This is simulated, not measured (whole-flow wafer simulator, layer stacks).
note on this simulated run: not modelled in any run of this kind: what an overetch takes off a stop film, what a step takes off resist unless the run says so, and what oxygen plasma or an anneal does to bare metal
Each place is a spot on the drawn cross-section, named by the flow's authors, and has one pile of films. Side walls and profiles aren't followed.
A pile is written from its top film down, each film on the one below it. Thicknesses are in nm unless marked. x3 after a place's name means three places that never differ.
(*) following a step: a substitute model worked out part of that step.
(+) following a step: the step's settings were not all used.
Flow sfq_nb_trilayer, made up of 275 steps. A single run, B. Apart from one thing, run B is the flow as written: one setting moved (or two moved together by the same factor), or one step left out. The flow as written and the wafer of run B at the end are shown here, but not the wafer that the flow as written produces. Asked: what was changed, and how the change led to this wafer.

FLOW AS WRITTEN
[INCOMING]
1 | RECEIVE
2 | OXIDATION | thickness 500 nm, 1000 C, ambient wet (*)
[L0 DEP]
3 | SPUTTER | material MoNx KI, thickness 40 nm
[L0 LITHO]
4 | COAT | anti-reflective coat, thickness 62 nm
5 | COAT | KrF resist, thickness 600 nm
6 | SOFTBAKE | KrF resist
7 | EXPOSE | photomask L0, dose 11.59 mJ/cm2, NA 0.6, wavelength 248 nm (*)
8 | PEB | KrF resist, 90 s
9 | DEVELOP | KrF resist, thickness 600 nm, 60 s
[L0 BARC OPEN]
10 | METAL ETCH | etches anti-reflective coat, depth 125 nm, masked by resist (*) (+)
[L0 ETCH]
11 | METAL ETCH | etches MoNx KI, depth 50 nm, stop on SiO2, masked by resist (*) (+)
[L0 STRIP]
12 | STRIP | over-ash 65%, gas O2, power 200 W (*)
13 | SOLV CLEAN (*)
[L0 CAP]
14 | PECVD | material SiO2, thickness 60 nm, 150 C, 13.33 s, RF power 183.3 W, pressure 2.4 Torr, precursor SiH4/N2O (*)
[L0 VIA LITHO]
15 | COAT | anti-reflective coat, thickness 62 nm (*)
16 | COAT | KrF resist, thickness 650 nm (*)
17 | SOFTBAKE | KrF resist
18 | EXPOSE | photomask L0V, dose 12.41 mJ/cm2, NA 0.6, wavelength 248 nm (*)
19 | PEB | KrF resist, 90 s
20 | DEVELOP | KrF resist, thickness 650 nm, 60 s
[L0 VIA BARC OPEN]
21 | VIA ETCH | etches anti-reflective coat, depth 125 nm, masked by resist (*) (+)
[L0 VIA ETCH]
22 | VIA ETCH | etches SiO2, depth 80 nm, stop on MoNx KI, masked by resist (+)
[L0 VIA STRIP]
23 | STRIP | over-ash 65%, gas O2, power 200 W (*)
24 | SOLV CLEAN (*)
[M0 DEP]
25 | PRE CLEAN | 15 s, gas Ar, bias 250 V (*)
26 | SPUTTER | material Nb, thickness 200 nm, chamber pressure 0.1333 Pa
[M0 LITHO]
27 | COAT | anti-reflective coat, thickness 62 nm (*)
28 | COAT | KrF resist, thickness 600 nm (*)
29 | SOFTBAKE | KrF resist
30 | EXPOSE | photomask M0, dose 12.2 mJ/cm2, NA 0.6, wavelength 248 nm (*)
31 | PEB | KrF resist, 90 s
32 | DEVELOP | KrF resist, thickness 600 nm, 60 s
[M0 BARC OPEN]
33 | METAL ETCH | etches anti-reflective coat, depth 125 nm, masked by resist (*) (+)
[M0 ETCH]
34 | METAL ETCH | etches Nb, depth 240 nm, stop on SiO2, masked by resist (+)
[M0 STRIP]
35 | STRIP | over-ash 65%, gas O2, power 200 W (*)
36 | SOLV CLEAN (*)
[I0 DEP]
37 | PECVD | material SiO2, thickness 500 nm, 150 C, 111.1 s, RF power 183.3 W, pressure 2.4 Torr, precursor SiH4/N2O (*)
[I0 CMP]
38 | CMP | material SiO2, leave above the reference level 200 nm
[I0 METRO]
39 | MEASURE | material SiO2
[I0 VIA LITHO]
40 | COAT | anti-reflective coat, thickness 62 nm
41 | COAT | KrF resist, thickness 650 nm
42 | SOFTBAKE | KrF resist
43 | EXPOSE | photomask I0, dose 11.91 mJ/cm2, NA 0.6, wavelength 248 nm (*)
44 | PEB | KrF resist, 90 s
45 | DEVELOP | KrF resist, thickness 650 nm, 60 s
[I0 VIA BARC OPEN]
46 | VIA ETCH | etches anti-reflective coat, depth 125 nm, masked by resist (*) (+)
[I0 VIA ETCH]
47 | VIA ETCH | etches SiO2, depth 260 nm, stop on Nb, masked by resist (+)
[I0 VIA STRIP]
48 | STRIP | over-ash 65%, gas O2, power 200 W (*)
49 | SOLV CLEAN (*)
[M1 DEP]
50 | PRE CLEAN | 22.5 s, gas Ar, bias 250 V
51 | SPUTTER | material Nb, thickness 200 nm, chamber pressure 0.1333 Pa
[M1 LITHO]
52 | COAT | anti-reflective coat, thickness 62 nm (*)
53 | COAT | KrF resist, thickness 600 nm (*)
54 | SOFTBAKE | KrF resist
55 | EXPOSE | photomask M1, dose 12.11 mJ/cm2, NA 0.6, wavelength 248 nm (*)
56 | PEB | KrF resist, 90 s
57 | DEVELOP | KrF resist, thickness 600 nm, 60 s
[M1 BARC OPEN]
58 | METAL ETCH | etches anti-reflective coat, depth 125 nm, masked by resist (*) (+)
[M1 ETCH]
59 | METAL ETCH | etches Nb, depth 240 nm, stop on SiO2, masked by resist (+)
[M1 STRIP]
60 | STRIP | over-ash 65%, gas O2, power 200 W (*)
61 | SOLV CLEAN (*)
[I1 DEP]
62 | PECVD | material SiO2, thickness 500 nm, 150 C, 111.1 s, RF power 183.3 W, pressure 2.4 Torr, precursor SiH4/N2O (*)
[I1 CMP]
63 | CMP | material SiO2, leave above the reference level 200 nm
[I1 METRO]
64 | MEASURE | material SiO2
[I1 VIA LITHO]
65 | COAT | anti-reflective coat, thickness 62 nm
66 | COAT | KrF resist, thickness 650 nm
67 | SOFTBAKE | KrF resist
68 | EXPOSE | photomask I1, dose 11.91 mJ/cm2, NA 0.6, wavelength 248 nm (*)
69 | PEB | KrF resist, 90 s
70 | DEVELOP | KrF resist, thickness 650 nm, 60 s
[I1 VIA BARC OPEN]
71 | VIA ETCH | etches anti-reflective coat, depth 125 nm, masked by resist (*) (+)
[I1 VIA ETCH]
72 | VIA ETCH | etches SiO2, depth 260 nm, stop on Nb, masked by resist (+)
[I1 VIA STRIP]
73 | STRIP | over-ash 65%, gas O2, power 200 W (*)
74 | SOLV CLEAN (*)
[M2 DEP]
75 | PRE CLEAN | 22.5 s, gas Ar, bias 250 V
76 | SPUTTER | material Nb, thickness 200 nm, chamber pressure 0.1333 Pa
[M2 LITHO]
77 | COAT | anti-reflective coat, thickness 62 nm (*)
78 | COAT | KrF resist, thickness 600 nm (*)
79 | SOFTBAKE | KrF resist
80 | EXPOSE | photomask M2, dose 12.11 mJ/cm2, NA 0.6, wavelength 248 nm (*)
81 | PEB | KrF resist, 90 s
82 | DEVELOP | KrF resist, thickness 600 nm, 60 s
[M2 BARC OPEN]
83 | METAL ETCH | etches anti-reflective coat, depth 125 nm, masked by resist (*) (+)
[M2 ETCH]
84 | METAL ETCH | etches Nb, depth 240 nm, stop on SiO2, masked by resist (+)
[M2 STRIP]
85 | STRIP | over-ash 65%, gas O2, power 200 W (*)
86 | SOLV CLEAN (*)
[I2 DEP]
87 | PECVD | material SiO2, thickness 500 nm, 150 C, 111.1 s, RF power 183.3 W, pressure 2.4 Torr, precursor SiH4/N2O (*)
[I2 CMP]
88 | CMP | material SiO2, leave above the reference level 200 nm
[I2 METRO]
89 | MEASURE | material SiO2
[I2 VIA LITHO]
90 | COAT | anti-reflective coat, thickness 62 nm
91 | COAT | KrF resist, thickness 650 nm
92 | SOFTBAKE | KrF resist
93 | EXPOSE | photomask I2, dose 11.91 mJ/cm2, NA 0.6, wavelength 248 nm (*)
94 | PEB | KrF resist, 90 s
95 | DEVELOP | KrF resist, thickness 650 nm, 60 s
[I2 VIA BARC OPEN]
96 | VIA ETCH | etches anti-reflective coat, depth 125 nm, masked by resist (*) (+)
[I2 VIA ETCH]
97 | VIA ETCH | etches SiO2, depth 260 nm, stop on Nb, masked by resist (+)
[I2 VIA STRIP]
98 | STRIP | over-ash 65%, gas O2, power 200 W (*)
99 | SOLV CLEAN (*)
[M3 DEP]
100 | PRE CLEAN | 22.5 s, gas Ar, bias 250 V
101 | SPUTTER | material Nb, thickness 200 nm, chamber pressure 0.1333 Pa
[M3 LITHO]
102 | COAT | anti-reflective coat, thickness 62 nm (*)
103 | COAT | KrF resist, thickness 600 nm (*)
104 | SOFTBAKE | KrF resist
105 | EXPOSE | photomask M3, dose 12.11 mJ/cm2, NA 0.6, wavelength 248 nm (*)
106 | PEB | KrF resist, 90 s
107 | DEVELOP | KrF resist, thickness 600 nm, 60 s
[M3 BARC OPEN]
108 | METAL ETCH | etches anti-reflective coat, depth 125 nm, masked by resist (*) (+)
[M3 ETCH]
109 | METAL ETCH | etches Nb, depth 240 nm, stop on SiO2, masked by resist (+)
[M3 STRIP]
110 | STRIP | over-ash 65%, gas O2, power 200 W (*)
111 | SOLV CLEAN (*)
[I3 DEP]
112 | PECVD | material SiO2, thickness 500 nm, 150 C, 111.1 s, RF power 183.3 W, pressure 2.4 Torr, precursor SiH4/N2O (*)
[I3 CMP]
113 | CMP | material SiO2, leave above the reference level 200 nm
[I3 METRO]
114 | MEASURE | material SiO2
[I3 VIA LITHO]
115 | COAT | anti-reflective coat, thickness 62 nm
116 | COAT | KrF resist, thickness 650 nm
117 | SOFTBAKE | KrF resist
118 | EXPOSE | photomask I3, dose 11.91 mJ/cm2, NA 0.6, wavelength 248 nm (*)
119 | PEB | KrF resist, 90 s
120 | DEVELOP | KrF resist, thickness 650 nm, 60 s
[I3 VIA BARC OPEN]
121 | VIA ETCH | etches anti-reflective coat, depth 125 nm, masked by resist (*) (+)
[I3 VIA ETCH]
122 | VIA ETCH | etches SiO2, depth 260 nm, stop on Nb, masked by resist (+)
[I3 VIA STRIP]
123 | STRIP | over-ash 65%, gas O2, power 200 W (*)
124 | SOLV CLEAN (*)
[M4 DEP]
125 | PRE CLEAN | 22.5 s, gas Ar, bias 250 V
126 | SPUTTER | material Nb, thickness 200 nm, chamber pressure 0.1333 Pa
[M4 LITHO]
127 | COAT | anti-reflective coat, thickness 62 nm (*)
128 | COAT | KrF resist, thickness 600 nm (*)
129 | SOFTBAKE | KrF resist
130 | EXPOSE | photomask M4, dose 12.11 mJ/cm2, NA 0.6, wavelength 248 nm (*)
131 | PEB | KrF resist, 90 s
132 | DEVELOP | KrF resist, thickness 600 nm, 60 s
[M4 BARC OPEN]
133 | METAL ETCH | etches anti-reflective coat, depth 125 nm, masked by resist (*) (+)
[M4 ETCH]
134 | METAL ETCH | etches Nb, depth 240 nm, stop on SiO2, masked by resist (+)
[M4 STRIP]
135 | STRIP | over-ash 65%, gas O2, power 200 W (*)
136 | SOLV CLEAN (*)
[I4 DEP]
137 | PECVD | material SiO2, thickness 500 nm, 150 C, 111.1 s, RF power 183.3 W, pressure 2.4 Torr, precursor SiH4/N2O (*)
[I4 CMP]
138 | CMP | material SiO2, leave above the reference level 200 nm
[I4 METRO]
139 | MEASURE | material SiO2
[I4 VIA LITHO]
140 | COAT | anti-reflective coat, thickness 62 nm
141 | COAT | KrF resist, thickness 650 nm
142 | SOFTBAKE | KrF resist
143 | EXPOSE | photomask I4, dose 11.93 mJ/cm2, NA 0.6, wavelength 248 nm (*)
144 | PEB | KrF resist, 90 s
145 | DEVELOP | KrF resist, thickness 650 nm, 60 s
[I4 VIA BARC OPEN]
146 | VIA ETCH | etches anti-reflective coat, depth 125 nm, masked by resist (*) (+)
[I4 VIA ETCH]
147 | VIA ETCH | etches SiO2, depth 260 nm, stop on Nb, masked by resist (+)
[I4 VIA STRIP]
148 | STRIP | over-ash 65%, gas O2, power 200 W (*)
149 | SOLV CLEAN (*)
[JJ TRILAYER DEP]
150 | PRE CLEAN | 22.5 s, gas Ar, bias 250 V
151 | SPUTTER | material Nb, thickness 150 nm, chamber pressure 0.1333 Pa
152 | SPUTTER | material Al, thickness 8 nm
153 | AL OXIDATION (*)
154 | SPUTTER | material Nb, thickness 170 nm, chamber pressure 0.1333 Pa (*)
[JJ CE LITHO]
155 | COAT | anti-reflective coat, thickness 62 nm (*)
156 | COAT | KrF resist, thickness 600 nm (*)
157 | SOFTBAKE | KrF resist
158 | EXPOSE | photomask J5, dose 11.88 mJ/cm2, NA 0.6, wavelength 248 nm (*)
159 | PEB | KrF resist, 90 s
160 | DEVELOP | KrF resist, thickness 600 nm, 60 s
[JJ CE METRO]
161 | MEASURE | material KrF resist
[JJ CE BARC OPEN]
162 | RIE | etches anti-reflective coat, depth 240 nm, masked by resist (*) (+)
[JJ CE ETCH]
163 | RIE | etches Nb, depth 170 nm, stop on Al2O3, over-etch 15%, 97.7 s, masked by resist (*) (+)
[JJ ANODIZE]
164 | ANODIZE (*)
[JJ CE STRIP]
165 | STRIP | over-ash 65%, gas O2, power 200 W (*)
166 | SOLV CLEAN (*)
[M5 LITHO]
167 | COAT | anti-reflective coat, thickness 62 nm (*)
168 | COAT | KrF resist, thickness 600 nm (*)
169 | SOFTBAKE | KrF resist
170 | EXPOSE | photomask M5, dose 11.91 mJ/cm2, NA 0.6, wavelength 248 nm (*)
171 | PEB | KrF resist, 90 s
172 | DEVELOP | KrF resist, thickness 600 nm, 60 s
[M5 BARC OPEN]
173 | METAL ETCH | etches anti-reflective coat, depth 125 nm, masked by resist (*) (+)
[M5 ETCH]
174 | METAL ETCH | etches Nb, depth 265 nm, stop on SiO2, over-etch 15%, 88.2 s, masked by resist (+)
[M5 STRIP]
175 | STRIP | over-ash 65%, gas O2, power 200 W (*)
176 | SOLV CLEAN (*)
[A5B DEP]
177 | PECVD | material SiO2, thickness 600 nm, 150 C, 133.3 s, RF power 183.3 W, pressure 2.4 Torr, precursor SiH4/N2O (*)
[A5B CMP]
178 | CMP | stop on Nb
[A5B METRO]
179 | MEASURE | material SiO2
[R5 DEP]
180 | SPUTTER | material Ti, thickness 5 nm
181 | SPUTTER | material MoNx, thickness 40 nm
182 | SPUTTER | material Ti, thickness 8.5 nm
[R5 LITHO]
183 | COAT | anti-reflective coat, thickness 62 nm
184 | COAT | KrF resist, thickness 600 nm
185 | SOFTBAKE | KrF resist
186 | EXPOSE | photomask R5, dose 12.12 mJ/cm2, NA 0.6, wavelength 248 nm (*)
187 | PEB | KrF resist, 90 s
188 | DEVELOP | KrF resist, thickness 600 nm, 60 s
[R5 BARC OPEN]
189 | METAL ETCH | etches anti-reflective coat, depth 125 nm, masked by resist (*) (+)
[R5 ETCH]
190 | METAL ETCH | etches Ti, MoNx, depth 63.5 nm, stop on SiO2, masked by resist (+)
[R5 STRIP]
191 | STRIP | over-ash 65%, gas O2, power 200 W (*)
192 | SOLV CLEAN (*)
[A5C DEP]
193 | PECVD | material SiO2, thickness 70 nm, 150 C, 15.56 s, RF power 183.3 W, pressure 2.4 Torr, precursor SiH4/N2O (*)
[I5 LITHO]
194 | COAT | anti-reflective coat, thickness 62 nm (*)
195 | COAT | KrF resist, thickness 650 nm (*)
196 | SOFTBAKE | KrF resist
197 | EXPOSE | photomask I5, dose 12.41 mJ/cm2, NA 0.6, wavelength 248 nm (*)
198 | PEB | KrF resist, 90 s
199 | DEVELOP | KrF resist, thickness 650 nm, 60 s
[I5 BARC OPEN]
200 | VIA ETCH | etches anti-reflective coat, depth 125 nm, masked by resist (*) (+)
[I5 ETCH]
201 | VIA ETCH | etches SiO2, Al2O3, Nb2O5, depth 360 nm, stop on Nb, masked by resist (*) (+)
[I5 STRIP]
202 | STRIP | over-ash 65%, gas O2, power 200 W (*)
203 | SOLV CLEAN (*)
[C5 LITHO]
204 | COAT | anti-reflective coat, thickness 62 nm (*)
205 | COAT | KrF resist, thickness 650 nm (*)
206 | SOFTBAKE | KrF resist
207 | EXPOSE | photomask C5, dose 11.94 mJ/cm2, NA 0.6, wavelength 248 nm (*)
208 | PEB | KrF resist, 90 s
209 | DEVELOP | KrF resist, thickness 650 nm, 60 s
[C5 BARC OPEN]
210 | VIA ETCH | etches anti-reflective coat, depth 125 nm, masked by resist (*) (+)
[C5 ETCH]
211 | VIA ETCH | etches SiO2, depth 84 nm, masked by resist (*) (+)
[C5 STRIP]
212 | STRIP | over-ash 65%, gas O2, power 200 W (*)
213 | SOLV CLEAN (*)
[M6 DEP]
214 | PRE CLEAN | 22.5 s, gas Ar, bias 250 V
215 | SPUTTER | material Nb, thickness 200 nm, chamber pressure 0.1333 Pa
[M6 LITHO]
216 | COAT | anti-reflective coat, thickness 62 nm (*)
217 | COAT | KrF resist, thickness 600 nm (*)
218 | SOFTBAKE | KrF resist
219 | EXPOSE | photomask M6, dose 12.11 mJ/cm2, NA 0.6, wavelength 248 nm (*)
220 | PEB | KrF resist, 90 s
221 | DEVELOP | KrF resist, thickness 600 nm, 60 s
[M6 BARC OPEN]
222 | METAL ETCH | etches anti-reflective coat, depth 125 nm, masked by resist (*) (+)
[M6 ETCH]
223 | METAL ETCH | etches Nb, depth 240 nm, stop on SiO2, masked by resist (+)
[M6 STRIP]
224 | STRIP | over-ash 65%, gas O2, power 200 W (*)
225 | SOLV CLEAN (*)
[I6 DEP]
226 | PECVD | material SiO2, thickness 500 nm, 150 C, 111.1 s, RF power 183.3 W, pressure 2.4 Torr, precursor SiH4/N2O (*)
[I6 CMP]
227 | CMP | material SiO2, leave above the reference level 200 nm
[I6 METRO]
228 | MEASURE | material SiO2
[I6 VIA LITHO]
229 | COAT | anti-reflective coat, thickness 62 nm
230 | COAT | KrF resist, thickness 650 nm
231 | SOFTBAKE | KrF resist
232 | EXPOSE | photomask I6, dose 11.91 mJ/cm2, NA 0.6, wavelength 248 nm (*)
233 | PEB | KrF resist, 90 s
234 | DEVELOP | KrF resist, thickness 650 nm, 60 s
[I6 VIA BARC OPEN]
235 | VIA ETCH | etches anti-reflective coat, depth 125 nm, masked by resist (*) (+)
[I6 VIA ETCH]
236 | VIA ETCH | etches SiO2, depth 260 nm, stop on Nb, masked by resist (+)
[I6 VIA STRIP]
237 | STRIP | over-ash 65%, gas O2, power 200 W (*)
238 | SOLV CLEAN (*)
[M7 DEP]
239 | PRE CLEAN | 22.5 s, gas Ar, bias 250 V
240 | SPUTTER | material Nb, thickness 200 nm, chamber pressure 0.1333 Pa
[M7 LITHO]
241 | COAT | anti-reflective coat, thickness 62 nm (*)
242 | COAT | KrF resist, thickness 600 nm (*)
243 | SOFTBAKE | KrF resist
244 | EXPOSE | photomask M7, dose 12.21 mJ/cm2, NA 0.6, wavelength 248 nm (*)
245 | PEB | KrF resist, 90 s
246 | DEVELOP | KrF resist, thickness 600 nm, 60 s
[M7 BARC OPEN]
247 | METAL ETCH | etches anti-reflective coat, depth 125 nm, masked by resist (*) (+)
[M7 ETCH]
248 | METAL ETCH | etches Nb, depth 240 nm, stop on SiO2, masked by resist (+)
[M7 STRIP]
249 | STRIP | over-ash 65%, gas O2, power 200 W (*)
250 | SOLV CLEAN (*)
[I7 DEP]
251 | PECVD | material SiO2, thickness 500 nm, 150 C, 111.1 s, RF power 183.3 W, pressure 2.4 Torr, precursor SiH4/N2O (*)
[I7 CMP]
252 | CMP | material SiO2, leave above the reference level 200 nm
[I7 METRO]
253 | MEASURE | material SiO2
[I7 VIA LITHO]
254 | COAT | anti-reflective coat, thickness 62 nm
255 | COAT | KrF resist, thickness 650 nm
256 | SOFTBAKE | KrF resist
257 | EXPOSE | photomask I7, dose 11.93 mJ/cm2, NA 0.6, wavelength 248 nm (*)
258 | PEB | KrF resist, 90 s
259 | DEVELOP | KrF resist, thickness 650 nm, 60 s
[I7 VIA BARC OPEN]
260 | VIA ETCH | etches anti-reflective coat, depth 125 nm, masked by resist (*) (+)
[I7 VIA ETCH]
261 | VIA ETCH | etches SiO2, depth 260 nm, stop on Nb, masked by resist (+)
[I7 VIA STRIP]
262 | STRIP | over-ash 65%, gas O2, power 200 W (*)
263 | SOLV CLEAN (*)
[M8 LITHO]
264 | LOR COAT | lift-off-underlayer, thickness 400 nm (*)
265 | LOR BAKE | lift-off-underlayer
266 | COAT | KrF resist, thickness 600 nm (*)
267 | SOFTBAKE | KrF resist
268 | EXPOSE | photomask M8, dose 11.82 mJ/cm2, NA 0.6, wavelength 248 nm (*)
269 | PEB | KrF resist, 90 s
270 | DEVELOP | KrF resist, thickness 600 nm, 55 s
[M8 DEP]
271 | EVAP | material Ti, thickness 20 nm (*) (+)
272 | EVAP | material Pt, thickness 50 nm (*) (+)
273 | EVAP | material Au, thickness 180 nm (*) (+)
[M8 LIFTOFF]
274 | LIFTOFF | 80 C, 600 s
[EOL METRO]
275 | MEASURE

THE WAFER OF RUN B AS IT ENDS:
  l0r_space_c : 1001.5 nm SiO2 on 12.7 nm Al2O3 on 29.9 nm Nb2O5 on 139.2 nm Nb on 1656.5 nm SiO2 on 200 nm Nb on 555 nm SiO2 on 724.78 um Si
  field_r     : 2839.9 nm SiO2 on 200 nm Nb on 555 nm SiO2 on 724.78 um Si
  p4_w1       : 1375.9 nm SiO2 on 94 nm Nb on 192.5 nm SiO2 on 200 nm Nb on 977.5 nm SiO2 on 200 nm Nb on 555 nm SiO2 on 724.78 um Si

What caused this: step 126, SPUTTER: thickness 94 nm was run, though the flow has thickness 200 nm.
The wafer itself shows it: p4_w1 has Nb 94, and step 126 as written asks for 200 nm.

The path from the change to this, step by step:
  126 | SPUTTER | material Nb, thickness 200 nm, chamber pressure 0.1333 Pa
      field_l, v_sur, via_wl and 102 more: +94 Nb (new film) (in the flow as written it would be: +200 Nb (new film))
      via_v: +77.5 Nb (in the flow as written it would be: +165.5 Nb)
  127 | COAT | anti-reflective coat, thickness 62 nm (*)
      via_v: +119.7 anti-reflective coat (new film) (in the flow as written it would be: +124.8 anti-reflective coat (new film))
  134 | METAL ETCH | etches Nb, depth 240 nm, stop on SiO2, masked by resist (+)
      field_l, be, be_sur and 64 more: -94 Nb (all of it) (in the flow as written it would be: -200 Nb (all of it))
      v_sur, via_wl, via_w and 36 more: -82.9 KrF resist (in the flow as written it would be: -141.2 KrF resist)
  135 | STRIP | over-ash 65%, gas O2, power 200 W (*)
      p4_fl, p4_fm, p4_w1 and 26 more: -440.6 KrF resist (all of it), -62 anti-reflective coat (all of it) (in the flow as written it would be: -382.4 KrF resist (all of it), -62 anti-reflective coat (all of it))
      ln_m5, lsp_m, ln_m6: -440.2 KrF resist (all of it), -61.8 anti-reflective coat (all of it) (in the flow as written it would be: -381.9 KrF resist (all of it), -61.8 anti-reflective coat (all of it))
      (and at 7 other places as well)
  137 | PECVD | material SiO2, thickness 500 nm, 150 C, 111.1 s, RF power 183.3 W, pressure 2.4 Torr, precursor SiH4/N2O (*)
      p3_s0, p3_s1, p3_s2, p3_s3, p3_s4, p3_s5: +500 SiO2 (in the flow as written it would be: +557.1 SiO2)
      via_v: +585.5 SiO2 (new film) (in the flow as written it would be: +615 SiO2 (new film))
  138 | CMP | material SiO2, leave above the reference level 200 nm
      field_l, be, be_sur and 55 more: -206 SiO2 (in the flow as written it would be: -100 SiO2)
      p3_s0, p3_s1, p3_s2, p3_s3, p3_s4, p3_s5: -206 SiO2 (in the flow as written it would be: -157.1 SiO2)
      (and at 4 other places as well)
